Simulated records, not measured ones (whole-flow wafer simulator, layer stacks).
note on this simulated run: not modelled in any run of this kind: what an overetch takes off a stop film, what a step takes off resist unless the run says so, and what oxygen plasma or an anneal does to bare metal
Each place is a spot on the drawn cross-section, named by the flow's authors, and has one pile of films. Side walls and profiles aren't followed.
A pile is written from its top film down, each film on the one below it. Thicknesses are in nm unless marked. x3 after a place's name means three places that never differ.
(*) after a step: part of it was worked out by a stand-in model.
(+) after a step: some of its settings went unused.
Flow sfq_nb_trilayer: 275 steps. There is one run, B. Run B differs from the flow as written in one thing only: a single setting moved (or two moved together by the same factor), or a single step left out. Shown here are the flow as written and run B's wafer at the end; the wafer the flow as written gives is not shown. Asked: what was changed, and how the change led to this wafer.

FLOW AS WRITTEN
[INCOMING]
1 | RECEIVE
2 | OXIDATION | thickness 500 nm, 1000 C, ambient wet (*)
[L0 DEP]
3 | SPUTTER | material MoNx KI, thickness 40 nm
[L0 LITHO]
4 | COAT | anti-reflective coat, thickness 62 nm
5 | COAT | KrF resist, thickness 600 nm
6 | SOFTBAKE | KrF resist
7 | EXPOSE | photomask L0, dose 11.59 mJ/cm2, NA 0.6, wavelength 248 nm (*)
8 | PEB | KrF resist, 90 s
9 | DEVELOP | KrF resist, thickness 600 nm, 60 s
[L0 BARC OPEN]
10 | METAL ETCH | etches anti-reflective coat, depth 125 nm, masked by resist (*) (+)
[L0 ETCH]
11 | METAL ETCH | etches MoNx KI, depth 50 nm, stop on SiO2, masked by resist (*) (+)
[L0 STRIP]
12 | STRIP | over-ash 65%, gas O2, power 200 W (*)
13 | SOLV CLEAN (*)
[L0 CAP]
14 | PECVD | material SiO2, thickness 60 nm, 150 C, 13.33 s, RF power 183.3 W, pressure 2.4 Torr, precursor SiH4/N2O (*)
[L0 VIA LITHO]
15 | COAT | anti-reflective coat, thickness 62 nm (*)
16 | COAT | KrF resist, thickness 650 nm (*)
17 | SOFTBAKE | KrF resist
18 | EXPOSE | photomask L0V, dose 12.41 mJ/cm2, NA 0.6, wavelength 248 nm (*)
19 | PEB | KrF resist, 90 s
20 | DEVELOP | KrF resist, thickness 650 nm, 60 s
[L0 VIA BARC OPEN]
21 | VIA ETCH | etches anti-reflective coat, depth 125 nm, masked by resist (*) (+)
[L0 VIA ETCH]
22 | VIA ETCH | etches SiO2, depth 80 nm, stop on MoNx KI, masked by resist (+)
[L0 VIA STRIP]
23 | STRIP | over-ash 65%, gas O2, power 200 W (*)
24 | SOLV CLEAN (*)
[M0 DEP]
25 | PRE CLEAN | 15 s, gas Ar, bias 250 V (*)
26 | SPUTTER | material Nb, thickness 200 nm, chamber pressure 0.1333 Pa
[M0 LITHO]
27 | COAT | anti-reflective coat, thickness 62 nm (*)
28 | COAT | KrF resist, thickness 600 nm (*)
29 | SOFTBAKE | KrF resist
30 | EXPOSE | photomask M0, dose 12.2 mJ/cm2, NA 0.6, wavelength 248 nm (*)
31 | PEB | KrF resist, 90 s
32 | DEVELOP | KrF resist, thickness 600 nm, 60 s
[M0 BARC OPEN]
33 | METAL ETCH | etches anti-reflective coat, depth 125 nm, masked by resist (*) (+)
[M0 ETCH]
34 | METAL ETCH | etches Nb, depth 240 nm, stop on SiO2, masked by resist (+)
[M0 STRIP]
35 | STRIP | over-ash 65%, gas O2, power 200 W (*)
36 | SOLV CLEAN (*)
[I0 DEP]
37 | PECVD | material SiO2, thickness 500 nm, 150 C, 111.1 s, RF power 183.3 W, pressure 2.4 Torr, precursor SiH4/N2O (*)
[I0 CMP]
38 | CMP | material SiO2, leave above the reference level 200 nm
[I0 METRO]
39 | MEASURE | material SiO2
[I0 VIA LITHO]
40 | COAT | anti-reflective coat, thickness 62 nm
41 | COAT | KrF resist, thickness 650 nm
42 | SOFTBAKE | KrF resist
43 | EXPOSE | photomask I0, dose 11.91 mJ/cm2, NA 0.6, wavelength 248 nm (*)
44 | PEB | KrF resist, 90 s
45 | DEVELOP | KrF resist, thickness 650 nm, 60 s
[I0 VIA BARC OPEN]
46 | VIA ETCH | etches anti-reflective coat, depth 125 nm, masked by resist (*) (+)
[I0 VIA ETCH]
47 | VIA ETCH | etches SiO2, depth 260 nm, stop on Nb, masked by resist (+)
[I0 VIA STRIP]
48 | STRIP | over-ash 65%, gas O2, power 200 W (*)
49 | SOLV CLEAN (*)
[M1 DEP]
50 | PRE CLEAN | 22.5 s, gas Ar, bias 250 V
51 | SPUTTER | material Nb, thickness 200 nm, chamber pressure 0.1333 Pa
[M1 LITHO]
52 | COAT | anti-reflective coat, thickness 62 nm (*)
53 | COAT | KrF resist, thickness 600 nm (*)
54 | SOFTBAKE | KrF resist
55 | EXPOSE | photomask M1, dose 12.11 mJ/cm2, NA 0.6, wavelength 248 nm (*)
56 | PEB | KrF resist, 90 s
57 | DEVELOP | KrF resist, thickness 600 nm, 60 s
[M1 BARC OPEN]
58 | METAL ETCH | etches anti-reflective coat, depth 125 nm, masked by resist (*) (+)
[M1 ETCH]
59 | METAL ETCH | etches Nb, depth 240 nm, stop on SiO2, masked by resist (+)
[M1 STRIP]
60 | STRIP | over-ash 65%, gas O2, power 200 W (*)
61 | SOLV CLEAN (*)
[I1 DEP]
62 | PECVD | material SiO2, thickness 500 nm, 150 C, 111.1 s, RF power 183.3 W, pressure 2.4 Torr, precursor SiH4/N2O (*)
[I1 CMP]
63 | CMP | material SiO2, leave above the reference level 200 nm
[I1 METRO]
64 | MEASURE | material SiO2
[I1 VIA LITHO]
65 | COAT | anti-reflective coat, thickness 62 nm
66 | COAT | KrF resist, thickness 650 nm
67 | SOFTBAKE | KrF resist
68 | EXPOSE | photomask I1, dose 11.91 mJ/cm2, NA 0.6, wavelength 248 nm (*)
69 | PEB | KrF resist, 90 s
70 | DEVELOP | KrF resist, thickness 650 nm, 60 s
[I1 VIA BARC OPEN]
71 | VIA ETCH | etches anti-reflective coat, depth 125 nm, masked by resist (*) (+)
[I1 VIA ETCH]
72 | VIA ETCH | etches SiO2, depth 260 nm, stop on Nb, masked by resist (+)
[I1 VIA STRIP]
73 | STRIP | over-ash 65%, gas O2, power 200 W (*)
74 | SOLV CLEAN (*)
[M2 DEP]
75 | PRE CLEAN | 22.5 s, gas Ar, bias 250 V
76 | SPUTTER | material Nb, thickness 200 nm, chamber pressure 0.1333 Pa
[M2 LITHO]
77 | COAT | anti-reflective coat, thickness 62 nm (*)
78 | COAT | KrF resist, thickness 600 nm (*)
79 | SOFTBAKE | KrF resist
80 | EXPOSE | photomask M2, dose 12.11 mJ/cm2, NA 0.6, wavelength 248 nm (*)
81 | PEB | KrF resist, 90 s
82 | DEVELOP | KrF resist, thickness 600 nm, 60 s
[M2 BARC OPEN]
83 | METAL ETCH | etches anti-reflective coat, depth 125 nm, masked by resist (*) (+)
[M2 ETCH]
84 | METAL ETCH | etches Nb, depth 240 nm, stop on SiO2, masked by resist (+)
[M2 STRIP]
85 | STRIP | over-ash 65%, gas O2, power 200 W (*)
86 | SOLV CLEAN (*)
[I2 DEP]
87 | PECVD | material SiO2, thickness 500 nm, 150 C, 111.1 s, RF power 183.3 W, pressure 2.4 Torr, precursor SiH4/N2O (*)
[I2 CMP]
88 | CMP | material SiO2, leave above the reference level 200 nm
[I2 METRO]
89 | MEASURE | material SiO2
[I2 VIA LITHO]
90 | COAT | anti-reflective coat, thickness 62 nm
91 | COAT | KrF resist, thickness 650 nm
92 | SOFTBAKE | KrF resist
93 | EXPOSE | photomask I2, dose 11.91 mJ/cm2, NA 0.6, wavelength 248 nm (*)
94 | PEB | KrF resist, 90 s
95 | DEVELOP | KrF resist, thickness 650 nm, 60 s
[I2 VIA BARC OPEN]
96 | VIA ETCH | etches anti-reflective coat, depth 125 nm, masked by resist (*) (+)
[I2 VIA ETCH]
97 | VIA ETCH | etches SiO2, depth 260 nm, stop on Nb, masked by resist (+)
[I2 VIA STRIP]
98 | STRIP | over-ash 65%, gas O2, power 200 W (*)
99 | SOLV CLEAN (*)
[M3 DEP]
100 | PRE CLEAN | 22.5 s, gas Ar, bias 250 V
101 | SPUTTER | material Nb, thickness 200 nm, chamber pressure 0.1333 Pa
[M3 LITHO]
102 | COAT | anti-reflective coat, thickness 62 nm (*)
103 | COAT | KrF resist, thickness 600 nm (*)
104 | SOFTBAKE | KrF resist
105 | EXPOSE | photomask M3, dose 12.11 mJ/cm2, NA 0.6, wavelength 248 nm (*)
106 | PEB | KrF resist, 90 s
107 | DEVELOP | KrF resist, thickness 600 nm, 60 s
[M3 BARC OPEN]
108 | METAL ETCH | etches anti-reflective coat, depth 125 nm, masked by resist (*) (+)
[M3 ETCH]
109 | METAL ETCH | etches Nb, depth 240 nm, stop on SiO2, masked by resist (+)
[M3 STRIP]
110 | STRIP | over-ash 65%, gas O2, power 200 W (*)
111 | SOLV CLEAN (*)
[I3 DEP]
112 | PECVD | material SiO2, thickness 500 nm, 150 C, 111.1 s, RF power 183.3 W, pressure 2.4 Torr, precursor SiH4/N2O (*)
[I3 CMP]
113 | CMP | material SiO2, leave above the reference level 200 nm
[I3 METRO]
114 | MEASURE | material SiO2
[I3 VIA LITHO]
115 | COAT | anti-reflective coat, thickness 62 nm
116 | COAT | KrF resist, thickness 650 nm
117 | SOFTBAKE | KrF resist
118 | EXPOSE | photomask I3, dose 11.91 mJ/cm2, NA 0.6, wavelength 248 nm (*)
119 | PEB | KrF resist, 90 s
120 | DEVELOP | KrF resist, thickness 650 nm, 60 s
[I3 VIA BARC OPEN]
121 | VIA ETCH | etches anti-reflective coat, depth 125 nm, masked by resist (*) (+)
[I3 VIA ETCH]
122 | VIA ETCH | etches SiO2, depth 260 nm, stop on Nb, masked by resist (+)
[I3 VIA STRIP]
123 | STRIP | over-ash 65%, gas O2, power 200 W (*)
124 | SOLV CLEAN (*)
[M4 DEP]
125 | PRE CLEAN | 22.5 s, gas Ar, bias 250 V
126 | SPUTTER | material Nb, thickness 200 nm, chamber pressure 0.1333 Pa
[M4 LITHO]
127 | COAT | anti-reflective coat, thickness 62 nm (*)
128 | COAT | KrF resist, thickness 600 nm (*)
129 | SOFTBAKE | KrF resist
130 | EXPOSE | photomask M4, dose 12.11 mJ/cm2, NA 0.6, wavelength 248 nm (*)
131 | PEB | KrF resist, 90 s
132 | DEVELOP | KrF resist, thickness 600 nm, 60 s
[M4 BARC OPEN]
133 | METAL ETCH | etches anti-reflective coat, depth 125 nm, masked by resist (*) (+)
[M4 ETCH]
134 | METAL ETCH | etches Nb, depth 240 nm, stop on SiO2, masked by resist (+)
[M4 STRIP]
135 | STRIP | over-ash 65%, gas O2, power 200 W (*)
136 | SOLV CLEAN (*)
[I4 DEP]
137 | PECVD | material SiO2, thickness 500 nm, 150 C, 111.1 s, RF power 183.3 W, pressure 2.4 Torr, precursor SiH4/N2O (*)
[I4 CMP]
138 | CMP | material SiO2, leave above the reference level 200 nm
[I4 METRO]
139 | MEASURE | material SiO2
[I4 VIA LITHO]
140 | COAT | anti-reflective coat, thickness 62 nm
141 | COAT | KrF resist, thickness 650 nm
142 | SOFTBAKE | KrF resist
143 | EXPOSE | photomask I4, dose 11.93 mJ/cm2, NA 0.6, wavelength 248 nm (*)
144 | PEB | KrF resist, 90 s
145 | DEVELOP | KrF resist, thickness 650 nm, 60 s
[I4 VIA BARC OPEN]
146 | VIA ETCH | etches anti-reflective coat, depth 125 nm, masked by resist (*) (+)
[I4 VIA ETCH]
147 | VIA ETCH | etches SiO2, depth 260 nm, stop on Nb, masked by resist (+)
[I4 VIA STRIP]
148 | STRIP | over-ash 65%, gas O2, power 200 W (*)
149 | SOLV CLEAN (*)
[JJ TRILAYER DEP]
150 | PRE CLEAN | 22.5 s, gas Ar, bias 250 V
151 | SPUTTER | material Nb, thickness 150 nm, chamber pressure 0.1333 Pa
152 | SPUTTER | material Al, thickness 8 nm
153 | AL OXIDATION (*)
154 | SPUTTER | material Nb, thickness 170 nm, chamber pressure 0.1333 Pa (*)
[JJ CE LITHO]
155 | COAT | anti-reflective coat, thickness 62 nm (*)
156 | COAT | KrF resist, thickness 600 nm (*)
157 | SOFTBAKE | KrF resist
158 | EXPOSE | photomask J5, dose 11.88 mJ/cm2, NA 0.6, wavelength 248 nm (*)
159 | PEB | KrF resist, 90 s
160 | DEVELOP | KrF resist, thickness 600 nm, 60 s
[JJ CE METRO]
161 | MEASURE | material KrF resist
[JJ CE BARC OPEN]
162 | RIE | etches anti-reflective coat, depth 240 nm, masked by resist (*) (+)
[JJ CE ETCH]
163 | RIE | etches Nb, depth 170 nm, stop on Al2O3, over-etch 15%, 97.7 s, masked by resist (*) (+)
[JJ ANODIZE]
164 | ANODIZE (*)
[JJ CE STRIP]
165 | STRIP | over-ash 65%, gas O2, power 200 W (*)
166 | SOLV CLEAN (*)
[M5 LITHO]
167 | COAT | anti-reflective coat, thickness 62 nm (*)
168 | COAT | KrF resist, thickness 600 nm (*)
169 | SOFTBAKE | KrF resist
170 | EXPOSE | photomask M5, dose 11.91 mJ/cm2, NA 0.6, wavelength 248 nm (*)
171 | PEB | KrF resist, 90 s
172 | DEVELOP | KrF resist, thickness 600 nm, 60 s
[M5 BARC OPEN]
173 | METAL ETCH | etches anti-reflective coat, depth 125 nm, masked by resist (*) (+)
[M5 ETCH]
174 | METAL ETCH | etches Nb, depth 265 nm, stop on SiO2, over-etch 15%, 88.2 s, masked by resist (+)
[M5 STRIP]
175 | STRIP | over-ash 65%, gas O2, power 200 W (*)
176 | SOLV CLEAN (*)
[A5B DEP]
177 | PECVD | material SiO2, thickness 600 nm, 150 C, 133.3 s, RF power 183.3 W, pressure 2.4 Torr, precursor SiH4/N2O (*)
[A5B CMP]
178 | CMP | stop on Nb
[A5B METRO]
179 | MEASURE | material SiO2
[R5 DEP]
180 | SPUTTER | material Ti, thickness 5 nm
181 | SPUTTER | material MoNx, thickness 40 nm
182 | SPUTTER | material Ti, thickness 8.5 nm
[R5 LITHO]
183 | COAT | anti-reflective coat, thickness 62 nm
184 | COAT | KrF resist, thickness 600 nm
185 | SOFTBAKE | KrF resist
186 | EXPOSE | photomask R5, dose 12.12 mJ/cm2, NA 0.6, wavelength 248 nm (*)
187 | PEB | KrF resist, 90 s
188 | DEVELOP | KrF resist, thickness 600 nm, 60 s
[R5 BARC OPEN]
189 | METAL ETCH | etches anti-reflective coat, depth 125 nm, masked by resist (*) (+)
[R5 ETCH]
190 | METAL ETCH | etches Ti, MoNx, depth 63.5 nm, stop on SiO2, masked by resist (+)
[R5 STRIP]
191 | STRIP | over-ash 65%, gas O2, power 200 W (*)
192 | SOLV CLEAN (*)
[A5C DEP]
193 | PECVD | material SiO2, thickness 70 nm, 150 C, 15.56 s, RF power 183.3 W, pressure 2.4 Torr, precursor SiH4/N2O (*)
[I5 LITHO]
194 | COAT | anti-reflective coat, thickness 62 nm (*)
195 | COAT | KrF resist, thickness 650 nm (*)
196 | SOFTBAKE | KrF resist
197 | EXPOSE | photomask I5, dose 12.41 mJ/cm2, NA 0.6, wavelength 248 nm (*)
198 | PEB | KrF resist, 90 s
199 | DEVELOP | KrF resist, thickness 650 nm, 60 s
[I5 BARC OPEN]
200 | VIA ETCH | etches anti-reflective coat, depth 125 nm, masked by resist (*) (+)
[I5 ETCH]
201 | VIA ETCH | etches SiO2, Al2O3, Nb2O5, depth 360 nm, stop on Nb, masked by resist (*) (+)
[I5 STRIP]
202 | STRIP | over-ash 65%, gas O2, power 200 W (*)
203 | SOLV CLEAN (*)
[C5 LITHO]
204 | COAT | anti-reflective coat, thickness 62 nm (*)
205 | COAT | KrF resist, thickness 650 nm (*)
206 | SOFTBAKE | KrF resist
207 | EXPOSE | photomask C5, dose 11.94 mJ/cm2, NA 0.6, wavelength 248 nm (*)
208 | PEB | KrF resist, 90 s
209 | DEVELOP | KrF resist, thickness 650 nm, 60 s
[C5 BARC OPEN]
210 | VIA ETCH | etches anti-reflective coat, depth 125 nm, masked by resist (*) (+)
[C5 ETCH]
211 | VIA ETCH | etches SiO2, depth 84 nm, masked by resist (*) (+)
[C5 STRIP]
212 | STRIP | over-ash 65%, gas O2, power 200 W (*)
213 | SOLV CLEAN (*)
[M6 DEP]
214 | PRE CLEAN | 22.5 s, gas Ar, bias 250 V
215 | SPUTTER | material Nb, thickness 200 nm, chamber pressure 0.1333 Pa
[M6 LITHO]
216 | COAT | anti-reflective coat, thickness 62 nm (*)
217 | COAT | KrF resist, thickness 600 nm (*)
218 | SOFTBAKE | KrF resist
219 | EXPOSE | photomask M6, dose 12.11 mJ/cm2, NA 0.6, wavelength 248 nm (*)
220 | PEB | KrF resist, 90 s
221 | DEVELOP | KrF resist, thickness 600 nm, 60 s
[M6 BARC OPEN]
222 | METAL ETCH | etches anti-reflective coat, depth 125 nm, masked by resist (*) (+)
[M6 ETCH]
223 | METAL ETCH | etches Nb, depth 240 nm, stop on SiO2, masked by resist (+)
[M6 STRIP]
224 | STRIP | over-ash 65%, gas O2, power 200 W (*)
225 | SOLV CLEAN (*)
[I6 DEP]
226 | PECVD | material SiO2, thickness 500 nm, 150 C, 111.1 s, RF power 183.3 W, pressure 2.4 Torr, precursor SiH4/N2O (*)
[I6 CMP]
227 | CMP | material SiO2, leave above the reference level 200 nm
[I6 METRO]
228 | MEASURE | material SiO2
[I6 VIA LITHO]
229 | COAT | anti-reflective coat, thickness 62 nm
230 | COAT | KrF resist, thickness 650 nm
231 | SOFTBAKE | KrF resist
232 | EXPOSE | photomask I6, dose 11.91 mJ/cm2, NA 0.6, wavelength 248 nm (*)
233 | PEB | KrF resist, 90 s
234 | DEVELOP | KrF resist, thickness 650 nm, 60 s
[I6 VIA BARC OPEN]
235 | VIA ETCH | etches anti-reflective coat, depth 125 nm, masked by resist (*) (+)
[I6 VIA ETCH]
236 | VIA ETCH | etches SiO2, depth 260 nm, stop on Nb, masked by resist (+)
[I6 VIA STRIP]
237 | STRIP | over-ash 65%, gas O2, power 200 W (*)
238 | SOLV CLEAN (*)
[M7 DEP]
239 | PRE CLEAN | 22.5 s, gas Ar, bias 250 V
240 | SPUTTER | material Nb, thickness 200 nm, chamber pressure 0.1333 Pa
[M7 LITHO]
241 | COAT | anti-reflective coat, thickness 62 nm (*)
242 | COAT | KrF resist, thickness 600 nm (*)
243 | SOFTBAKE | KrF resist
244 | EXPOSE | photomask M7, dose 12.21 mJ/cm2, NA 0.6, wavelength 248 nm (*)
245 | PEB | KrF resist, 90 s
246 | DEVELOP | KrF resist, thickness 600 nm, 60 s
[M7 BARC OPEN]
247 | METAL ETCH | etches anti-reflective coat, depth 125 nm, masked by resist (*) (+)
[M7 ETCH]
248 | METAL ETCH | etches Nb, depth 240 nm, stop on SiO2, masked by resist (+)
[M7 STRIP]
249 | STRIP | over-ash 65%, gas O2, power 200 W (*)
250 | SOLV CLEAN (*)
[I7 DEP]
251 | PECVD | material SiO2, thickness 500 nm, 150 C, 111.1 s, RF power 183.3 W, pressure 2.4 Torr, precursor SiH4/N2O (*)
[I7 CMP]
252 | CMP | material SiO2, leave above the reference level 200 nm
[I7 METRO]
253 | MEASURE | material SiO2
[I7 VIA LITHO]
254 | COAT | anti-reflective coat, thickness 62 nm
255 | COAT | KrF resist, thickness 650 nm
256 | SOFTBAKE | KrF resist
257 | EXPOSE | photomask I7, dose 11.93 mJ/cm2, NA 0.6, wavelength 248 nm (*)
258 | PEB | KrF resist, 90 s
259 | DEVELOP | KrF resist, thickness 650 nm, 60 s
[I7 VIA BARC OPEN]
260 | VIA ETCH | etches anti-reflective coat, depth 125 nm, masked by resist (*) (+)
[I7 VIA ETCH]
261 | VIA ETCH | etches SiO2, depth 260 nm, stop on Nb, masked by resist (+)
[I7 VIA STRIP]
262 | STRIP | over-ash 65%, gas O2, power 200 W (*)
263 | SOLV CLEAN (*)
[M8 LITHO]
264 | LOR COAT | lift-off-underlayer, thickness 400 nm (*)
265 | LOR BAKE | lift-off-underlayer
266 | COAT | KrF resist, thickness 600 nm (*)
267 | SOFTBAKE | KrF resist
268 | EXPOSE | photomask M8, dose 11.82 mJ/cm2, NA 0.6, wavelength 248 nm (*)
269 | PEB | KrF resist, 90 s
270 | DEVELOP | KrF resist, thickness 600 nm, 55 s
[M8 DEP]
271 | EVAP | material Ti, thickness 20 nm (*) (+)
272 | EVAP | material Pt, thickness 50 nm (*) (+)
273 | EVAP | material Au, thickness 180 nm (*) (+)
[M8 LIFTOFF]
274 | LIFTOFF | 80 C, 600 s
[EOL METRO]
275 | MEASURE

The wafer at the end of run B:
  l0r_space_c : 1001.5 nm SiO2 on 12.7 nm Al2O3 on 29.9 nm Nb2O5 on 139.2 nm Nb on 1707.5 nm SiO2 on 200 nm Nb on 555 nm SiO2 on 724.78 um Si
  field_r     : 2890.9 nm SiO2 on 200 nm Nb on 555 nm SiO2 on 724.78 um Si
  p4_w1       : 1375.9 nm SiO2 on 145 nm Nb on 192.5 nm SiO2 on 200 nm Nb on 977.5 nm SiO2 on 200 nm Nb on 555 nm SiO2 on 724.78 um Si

What caused this: step 126, SPUTTER: thickness 145 nm was run, while the flow as written has thickness 200 nm.
One can read it off the wafer: p4_w1 has Nb 145, and step 126 as written asks for 200 nm.

Step by step, how the change led to this:
  126 | SPUTTER | material Nb, thickness 200 nm, chamber pressure 0.1333 Pa
      field_l, v_sur, via_wl and 102 more: +145 Nb (new film) (as written it would have been: +200 Nb (new film))
      via_v: +119.7 Nb (as written it would have been: +165.5 Nb)
  127 | COAT | anti-reflective coat, thickness 62 nm (*)
      via_v: +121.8 anti-reflective coat (new film) (as written it would have been: +124.8 anti-reflective coat (new film))
  134 | METAL ETCH | etches Nb, depth 240 nm, stop on SiO2, masked by resist (+)
      field_l, be, be_sur and 64 more: -145 Nb (all of it) (as written it would have been: -200 Nb (all of it))
      v_sur, via_wl, via_w and 36 more: -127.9 KrF resist (as written it would have been: -141.2 KrF resist)
  135 | STRIP | over-ash 65%, gas O2, power 200 W (*)
      p4_fl, p4_fm, p4_w1 and 26 more: -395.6 KrF resist (all of it), -62 anti-reflective coat (all of it) (as written it would have been: -382.4 KrF resist (all of it), -62 anti-reflective coat (all of it))
      ln_m5, lsp_m, ln_m6: -395.2 KrF resist (all of it), -61.8 anti-reflective coat (all of it) (as written it would have been: -381.9 KrF resist (all of it), -61.8 anti-reflective coat (all of it))
      (and at 7 other places as well)
  137 | PECVD | material SiO2, thickness 500 nm, 150 C, 111.1 s, RF power 183.3 W, pressure 2.4 Torr, precursor SiH4/N2O (*)
      p3_s0, p3_s1, p3_s2, p3_s3, p3_s4, p3_s5: +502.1 SiO2 (as written it would have been: +557.1 SiO2)
      via_v: +600.3 SiO2 (new film) (as written it would have been: +615 SiO2 (new film))
  138 | CMP | material SiO2, leave above the reference level 200 nm
      field_l, be, be_sur and 55 more: -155 SiO2 (as written it would have been: -100 SiO2)
      lsp_r, l0_sur, l0v: -149.1 SiO2 (as written it would have been: -91.9 SiO2)
      (and at 1 other place as well)
